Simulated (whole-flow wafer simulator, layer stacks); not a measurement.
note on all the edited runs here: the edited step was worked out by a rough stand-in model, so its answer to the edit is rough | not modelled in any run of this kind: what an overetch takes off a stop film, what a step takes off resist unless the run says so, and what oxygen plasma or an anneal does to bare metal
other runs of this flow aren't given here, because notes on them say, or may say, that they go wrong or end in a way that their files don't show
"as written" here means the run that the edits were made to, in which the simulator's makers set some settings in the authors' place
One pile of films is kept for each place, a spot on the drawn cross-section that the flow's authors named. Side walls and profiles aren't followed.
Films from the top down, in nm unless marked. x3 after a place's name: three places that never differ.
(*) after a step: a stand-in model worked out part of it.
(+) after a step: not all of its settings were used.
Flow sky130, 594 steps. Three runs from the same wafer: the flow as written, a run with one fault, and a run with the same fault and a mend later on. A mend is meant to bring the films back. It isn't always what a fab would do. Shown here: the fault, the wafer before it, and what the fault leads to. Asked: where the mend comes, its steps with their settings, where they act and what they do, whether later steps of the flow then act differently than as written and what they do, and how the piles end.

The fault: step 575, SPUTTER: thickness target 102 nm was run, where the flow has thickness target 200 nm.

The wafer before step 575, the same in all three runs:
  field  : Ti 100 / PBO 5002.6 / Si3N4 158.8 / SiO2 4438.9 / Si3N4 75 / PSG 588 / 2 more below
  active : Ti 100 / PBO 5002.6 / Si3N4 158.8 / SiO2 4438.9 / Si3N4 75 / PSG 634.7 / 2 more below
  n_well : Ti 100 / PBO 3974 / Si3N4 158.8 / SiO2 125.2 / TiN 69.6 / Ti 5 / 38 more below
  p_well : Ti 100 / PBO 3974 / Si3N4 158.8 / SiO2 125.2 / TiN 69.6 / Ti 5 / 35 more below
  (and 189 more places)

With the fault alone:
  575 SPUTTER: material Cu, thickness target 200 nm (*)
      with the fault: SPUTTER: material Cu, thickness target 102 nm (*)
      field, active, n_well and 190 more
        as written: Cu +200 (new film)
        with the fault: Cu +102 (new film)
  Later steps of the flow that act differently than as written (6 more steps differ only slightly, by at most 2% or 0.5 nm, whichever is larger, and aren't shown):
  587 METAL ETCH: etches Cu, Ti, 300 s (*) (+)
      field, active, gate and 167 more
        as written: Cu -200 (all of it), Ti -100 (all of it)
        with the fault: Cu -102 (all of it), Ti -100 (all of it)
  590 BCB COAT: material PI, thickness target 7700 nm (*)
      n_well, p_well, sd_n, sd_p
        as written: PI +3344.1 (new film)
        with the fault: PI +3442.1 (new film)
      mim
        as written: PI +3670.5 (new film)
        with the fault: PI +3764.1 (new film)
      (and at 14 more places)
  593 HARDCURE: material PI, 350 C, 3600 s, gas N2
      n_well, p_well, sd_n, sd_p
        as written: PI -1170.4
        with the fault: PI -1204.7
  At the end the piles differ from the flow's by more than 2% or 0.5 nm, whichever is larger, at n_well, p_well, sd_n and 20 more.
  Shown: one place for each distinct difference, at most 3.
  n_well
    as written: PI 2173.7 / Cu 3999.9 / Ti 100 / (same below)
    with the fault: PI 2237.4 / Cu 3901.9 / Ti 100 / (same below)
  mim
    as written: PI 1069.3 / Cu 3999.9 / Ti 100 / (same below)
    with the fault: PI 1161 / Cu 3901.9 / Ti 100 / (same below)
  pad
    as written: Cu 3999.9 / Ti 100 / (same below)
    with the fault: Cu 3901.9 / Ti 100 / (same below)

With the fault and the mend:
  The mend comes after step 575.
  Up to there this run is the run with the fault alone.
  575a SPUTTER: material Cu, thickness target 98 nm (*) (the flow's step 575 once more, with other settings)
      field, active, n_well and 190 more
        Cu +98
  No later step of the flow acts differently than as written at any place that is followed.
  At the end the piles are the same as the flow's at every place that both follow.
